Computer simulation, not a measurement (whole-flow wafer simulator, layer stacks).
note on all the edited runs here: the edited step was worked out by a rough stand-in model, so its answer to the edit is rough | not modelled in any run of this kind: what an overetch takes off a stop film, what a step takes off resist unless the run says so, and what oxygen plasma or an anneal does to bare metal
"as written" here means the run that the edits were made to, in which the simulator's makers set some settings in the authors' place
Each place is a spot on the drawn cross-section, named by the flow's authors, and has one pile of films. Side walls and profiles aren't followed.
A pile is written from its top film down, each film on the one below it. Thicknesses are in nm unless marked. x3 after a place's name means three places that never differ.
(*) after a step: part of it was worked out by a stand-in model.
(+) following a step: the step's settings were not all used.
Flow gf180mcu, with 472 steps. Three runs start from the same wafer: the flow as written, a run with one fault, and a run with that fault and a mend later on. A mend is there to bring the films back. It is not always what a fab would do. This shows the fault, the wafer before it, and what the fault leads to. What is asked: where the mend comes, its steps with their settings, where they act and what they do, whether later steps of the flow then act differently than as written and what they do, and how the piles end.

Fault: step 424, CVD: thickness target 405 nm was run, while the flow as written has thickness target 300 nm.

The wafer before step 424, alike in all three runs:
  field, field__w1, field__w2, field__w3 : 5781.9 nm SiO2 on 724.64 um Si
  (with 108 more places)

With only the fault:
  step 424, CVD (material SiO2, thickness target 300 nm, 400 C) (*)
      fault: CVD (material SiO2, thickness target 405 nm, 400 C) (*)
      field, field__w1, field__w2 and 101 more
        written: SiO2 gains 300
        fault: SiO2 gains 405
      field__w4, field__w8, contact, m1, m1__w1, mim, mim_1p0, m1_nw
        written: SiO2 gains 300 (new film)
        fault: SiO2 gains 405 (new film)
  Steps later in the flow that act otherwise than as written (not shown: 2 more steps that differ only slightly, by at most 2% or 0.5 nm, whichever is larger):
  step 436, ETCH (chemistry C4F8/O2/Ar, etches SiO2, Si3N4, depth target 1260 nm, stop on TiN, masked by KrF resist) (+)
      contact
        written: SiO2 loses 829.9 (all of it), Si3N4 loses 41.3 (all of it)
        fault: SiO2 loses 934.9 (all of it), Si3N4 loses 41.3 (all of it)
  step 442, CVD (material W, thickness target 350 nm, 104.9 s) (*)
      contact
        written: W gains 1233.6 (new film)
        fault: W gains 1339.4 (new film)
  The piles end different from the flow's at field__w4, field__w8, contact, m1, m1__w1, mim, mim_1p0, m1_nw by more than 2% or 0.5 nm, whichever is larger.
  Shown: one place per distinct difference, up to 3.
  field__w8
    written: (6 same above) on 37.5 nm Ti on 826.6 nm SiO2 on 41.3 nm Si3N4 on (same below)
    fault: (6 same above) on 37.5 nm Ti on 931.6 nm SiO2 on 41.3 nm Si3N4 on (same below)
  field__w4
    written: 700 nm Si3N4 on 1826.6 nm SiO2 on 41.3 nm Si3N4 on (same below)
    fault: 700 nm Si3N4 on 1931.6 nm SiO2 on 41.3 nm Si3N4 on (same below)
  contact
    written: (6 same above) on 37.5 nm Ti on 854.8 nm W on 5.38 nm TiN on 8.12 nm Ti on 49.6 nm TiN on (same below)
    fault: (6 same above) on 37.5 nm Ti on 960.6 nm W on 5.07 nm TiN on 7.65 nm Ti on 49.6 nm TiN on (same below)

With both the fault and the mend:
  The mend follows step 435.
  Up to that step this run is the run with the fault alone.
  step 436, ETCH (chemistry C4F8/O2/Ar, etches SiO2, Si3N4, depth target 1365 nm, stop on TiN, masked by KrF resist) (+) (the flow's step 436; as written it has depth target 1260 nm)
      field, field__w1, field__w2 and 108 more
        KrF resist loses 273
      contact
        SiO2 loses 934.9 (all of it), Si3N4 loses 41.3 (all of it)
  Steps later in the flow that act otherwise than as written (not shown: 2 more steps that differ only slightly, by at most 2% or 0.5 nm, whichever is larger):
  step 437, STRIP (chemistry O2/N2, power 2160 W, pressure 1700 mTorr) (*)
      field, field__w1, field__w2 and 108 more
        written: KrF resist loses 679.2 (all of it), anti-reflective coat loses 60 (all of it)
        mend: KrF resist loses 658.2 (all of it), anti-reflective coat loses 60 (all of it)
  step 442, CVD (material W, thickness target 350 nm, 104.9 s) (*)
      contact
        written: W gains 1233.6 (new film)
        mend: W gains 1339.4 (new film)
  The piles end different from the flow's at field__w4, field__w8, contact, m1, m1__w1, mim, mim_1p0, m1_nw by more than 2% or 0.5 nm, whichever is larger.
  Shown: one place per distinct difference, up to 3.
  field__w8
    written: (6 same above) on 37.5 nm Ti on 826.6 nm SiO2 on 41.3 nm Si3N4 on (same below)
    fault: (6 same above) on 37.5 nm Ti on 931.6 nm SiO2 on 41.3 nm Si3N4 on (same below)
    mend: (6 same above) on 37.5 nm Ti on 931.6 nm SiO2 on 41.3 nm Si3N4 on (same below)
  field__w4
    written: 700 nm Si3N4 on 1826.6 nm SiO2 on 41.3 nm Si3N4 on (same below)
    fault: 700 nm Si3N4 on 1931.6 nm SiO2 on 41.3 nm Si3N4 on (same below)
    mend: 700 nm Si3N4 on 1931.6 nm SiO2 on 41.3 nm Si3N4 on (same below)
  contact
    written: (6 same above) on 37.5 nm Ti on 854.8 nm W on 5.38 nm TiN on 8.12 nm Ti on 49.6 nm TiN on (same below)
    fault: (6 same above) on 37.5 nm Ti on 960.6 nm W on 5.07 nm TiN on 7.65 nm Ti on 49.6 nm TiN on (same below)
    mend: (6 same above) on 37.5 nm Ti on 960.6 nm W on 5.07 nm TiN on 7.65 nm Ti on 49.6 nm TiN on (same below)
